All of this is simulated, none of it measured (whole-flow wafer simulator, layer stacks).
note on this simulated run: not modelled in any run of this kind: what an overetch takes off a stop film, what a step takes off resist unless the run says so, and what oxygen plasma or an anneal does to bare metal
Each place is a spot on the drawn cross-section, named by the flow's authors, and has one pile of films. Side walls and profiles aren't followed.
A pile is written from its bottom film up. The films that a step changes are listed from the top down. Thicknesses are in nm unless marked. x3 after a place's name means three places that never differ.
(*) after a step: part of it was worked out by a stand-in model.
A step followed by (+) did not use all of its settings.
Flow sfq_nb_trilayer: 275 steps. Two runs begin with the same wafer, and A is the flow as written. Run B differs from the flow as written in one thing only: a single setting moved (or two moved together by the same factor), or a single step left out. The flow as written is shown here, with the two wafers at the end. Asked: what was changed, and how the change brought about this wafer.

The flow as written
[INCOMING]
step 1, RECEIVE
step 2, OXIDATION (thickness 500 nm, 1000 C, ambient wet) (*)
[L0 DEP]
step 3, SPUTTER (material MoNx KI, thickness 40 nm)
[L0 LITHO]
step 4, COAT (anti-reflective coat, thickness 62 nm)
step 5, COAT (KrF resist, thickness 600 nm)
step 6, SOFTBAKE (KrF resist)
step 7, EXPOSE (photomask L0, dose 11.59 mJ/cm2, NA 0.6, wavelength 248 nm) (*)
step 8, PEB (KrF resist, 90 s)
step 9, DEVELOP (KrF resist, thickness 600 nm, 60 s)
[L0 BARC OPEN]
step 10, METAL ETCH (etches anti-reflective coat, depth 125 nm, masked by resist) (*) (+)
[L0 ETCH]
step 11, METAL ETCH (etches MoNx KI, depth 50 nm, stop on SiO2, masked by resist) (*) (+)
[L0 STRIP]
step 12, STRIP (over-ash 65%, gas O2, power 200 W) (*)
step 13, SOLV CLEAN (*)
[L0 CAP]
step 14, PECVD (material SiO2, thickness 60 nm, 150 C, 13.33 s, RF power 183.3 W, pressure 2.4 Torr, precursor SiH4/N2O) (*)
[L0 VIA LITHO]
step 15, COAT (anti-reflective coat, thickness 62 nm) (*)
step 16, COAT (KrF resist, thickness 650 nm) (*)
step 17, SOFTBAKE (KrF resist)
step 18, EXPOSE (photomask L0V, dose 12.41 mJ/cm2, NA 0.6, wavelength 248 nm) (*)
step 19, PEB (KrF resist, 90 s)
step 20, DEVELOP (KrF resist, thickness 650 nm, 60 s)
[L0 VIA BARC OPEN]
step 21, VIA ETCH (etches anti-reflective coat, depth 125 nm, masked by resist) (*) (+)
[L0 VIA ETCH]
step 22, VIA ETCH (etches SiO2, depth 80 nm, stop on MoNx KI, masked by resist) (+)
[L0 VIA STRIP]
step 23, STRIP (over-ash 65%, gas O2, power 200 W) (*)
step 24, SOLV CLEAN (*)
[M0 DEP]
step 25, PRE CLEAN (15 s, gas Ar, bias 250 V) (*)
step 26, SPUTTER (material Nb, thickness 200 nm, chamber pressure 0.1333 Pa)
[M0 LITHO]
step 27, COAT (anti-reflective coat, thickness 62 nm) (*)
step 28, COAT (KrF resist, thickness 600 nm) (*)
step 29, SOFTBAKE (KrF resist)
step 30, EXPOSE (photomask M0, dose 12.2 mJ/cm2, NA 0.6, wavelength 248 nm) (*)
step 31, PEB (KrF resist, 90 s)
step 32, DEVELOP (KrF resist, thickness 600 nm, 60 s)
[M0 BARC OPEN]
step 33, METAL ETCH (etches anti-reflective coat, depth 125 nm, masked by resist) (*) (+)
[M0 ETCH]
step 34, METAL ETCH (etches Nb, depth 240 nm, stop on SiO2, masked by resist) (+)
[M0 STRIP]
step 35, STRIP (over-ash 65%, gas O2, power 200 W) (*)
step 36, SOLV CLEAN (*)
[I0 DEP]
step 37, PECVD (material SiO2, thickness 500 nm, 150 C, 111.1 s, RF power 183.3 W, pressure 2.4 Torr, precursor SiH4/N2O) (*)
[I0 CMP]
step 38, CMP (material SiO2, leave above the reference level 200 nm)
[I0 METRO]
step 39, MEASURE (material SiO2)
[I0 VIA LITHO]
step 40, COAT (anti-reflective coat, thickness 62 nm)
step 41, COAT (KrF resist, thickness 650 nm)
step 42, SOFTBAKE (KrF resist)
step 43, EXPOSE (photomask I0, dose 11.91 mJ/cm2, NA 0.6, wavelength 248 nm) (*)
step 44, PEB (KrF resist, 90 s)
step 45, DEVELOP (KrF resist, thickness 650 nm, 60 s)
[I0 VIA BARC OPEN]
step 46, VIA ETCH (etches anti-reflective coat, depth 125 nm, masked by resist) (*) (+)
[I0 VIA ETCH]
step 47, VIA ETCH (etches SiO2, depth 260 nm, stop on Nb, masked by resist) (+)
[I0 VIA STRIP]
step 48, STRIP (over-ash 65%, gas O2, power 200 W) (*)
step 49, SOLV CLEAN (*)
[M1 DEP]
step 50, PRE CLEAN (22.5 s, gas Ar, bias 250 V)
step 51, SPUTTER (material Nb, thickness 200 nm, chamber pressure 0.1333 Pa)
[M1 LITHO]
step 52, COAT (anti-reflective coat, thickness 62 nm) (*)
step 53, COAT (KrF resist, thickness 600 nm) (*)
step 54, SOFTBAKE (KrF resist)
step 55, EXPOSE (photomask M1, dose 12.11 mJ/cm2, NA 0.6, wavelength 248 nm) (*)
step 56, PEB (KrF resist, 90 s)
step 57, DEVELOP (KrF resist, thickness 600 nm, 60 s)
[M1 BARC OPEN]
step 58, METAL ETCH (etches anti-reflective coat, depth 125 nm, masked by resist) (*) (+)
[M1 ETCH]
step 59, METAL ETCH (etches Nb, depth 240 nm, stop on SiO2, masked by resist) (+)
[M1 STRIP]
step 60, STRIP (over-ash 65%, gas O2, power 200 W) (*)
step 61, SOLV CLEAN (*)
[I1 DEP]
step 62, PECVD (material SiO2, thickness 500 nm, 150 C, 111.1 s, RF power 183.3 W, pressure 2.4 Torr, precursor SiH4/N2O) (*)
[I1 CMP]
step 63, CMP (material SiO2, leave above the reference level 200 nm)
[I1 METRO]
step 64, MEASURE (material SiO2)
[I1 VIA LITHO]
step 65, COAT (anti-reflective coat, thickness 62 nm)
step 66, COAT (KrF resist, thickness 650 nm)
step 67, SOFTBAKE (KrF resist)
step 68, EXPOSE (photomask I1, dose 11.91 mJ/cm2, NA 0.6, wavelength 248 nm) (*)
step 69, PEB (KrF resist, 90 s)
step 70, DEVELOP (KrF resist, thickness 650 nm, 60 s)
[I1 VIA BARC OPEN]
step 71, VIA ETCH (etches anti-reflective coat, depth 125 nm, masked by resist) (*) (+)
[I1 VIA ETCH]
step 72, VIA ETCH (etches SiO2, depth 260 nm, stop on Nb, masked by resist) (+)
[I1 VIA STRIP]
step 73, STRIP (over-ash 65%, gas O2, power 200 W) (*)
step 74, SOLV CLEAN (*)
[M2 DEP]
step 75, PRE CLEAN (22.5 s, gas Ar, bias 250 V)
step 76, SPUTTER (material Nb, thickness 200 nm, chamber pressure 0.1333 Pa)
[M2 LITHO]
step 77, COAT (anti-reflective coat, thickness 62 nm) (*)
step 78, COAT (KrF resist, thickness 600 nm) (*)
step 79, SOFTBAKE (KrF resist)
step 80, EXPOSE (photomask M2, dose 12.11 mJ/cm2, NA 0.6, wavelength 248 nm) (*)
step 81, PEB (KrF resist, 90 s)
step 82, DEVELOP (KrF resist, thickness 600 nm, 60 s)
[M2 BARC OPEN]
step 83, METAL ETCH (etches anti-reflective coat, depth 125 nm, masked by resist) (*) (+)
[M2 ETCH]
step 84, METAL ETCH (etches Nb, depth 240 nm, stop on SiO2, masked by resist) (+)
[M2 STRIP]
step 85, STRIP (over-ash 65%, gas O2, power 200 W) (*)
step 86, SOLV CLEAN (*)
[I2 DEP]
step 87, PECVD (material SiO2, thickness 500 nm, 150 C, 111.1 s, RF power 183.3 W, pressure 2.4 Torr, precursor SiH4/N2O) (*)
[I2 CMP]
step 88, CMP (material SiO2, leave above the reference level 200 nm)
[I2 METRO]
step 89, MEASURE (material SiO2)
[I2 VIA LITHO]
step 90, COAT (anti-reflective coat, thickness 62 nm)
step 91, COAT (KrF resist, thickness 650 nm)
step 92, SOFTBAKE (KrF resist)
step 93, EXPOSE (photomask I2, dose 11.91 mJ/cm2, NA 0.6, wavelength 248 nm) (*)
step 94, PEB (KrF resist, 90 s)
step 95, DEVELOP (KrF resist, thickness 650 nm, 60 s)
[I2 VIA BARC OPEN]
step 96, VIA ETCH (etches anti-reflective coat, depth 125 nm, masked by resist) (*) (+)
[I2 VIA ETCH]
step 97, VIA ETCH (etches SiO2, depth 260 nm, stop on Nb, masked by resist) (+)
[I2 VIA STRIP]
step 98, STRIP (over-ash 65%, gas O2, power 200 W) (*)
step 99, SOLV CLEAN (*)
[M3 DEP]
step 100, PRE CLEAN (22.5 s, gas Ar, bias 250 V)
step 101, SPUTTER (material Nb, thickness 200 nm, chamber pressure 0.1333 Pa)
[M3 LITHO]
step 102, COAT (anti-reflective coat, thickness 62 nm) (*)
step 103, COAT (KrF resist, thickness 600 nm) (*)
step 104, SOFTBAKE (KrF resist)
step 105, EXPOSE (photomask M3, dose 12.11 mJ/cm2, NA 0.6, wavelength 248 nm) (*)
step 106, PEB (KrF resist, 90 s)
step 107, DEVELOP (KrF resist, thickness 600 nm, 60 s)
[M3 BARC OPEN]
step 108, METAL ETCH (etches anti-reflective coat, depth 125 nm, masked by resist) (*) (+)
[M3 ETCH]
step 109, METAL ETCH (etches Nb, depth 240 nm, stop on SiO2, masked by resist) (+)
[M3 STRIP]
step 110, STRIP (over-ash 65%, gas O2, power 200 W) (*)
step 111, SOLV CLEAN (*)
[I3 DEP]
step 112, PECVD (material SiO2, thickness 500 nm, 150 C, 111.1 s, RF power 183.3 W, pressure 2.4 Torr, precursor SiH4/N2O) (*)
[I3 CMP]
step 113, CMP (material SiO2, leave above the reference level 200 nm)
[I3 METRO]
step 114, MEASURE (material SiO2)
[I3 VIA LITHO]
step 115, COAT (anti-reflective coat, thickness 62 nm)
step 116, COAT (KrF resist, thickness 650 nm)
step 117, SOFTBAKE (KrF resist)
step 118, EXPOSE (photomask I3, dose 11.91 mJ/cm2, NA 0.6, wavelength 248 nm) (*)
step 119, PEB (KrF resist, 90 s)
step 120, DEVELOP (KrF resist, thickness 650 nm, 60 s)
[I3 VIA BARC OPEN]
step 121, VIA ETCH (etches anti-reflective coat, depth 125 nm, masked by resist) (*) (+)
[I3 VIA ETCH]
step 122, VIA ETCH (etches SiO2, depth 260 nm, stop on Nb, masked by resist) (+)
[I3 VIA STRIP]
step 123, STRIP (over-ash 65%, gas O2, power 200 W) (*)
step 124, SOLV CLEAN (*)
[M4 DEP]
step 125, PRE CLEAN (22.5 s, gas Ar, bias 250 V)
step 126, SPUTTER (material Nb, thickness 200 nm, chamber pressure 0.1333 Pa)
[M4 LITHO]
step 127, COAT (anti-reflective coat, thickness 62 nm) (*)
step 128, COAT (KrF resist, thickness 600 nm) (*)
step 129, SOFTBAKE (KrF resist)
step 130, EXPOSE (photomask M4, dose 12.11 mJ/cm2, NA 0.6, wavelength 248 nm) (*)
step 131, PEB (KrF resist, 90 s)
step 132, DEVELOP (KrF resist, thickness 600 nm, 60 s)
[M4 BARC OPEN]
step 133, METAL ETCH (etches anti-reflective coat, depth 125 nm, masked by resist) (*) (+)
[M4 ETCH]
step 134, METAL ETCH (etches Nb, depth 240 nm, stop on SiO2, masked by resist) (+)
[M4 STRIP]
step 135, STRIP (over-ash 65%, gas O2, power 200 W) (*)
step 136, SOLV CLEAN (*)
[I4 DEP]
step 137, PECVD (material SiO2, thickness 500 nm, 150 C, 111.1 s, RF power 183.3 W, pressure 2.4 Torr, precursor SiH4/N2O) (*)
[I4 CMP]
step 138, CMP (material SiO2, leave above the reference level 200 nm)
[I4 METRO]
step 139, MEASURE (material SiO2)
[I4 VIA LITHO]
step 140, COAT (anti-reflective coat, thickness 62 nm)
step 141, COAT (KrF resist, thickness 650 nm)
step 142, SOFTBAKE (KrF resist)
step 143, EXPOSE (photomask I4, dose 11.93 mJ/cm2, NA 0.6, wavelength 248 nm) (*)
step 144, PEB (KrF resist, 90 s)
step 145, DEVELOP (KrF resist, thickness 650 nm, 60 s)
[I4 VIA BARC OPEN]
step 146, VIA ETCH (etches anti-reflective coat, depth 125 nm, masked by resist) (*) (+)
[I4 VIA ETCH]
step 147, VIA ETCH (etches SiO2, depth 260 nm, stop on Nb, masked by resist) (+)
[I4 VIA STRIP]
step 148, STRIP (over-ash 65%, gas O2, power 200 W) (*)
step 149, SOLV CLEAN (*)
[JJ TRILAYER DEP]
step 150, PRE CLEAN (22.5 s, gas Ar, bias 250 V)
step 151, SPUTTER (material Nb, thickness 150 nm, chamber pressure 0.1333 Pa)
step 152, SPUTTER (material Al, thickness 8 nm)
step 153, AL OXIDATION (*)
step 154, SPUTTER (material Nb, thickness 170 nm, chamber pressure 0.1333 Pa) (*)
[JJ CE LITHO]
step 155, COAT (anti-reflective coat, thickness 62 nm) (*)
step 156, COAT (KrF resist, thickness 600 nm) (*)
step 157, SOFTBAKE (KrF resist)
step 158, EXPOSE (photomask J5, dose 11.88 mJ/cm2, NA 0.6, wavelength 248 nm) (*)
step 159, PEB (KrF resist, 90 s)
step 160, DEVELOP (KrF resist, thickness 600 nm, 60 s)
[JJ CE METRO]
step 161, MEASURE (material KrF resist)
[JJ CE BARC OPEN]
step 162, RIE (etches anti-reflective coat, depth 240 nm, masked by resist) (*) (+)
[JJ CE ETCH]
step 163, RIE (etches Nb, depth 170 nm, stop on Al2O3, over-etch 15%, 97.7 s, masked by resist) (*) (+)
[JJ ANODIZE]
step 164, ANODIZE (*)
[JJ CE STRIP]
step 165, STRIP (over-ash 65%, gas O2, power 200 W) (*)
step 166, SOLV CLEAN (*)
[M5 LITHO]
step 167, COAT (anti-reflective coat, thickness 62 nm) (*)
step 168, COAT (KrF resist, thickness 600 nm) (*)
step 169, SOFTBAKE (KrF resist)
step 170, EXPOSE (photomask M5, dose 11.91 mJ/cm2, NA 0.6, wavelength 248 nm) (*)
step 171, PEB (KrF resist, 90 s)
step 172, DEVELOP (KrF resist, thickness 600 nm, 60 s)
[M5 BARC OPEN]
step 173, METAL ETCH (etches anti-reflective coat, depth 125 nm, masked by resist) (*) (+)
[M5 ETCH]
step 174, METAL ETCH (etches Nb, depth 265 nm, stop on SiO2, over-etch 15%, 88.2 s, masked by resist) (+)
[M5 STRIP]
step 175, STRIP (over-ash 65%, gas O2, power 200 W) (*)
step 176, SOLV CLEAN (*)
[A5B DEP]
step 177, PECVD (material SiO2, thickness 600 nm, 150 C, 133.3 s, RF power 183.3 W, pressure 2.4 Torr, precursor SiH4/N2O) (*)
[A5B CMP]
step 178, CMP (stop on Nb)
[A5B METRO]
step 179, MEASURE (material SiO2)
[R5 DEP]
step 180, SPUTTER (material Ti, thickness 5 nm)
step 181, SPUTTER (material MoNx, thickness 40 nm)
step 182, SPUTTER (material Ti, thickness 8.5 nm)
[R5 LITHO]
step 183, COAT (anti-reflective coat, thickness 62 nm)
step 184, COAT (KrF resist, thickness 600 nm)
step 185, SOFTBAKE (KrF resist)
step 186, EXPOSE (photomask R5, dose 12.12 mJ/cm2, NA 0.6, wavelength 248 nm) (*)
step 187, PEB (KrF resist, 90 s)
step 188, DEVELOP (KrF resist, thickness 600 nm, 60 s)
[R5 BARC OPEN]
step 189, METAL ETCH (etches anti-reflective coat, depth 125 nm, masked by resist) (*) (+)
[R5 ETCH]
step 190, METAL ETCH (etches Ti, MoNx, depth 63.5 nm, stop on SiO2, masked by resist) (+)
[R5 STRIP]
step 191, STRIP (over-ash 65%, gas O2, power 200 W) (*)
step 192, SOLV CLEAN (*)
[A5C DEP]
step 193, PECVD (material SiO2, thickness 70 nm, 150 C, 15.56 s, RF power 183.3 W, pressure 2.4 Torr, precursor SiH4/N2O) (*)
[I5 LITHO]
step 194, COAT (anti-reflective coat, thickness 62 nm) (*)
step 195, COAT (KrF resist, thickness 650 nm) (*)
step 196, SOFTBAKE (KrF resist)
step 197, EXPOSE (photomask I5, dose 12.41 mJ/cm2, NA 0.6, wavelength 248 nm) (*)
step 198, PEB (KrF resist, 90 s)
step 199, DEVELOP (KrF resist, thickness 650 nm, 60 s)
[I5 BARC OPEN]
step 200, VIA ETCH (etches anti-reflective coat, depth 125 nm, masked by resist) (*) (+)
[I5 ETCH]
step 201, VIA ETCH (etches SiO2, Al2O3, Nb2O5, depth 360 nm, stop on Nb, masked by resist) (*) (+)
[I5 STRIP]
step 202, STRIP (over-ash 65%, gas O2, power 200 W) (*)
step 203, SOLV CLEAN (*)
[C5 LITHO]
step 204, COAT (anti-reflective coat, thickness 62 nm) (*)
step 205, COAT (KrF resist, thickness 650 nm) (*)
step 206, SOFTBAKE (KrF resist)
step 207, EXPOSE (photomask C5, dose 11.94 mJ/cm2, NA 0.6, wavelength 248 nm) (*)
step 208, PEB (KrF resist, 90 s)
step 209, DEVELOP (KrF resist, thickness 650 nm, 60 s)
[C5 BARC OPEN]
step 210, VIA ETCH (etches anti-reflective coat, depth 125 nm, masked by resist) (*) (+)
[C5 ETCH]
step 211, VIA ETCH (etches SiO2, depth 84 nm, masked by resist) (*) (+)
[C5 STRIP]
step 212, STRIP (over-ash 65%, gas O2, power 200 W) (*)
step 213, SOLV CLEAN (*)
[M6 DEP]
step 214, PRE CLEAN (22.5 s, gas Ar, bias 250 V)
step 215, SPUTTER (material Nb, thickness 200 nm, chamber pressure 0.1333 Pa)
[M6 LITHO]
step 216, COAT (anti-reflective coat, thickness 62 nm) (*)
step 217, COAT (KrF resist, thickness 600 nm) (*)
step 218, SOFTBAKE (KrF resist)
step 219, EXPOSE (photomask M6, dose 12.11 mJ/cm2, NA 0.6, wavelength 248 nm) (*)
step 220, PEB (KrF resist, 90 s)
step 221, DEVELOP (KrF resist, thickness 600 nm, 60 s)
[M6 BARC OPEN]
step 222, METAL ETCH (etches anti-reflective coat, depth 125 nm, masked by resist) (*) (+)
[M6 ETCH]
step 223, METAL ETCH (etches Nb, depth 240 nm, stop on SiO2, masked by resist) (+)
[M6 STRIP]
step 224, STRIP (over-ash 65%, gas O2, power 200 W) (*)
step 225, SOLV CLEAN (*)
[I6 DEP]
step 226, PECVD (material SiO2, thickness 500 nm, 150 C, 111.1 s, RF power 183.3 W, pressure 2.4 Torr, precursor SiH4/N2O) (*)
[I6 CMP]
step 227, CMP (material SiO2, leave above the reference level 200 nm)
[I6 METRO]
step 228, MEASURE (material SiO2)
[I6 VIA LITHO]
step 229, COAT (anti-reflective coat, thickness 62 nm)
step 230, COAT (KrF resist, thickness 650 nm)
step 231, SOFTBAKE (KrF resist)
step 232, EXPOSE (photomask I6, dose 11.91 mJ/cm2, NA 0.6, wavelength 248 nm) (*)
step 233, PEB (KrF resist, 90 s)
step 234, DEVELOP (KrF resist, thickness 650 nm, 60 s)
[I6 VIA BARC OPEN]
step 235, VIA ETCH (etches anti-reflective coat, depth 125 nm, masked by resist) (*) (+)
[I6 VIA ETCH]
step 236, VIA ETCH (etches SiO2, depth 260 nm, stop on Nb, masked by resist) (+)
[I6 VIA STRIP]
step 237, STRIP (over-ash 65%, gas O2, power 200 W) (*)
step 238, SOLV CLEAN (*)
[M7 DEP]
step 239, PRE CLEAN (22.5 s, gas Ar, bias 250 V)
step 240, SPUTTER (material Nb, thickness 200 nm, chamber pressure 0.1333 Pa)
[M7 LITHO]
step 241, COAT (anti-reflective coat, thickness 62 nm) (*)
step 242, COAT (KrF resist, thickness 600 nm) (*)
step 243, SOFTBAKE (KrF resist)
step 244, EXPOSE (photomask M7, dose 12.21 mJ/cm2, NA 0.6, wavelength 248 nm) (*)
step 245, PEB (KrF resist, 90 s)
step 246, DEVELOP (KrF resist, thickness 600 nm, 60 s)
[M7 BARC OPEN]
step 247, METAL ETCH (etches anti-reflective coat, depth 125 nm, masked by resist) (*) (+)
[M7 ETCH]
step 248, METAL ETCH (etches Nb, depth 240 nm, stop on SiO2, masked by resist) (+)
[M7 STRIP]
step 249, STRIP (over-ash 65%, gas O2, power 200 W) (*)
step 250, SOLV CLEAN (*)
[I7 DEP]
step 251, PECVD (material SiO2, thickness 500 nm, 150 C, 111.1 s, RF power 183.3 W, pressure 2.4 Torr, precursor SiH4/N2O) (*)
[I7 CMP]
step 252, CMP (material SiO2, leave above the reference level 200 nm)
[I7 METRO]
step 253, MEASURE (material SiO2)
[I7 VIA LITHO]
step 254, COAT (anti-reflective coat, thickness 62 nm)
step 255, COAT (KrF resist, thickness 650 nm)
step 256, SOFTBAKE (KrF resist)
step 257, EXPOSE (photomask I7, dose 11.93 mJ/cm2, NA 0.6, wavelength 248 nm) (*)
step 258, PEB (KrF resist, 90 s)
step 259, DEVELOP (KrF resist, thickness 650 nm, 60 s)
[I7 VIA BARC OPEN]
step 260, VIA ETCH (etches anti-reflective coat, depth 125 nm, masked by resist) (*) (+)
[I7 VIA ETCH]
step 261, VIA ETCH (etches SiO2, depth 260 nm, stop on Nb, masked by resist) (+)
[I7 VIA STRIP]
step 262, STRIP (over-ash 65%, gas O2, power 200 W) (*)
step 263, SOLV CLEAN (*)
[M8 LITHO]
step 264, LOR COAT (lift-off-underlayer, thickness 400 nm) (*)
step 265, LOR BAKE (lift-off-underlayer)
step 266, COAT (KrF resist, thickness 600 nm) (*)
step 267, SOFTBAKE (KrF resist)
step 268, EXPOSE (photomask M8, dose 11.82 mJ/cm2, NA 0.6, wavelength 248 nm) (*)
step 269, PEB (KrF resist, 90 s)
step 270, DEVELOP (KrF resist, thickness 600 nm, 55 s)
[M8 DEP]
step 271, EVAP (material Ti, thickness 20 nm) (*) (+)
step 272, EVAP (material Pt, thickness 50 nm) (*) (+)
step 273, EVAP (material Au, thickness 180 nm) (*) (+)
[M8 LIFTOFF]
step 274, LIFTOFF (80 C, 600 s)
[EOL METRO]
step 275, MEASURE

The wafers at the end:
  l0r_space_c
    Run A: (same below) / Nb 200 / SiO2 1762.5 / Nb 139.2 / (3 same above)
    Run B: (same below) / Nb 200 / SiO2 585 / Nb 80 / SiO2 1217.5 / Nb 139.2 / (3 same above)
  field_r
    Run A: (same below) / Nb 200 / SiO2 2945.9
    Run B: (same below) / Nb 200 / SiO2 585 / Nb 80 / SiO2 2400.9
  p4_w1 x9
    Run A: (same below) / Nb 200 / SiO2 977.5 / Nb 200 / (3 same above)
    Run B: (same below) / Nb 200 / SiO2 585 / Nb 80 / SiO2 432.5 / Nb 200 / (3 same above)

The reason: step 76, SPUTTER: thickness 320 nm was run, whereas the flow has thickness 200 nm.

How this came from the change, step by step:
  step 76, SPUTTER (material Nb, thickness 200 nm, chamber pressure 0.1333 Pa)
      field_l, v_sur, via_wl and 102 more: A Nb gains 200 (new film) | B Nb gains 320 (new film)
      via_v: A Nb gains 174.5 | B Nb gains 281.3
  step 77, COAT (anti-reflective coat, thickness 62 nm) (*)
      via_v: A anti-reflective coat gains 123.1 (new film) | B anti-reflective coat gains 125.7 (new film)
  step 84, METAL ETCH (etches Nb, depth 240 nm, stop on SiO2, masked by resist) (+)
      field_l, be, be_sur and 81 more: A Nb loses 200 (all of it) | B Nb loses 240
  step 85, STRIP (over-ash 65%, gas O2, power 200 W) (*)
      via_v: A KrF resist loses 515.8 (all of it), anti-reflective coat loses 123.1 (all of it) | B KrF resist loses 524.6 (all of it), anti-reflective coat loses 125.7 (all of it)
  step 87, PECVD (material SiO2, thickness 500 nm, 150 C, 111.1 s, RF power 183.3 W, pressure 2.4 Torr, precursor SiH4/N2O) (*)
      field_l, be, be_sur and 81 more: A SiO2 gains 500 | B SiO2 gains 500 (new film)
  step 88, CMP (material SiO2, leave above the reference level 200 nm)
      field_l, be, be_sur and 81 more: A SiO2 loses 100 | B SiO2 loses 60
      via_v: A SiO2 loses 181.6 | B SiO2 loses 157.1
With metal films that touch counted as one body, l0r_space_c has 3 bodies (between them, from the top down: SiO2 1217.5; SiO2 585); the flow as written gives 2 bodies (between them, from the top down: SiO2 1762.5).
With metal films that touch counted as one body, field_r has 2 bodies (between them, from the top down: SiO2 585); the flow as written gives 1 body.
With metal films that touch counted as one body, p4_w1 x9 has 4 bodies (between them, from the top down: SiO2 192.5; SiO2 432.5; SiO2 585); the flow as written gives 3 bodies (between them, from the top down: SiO2 192.5; SiO2 977.5).
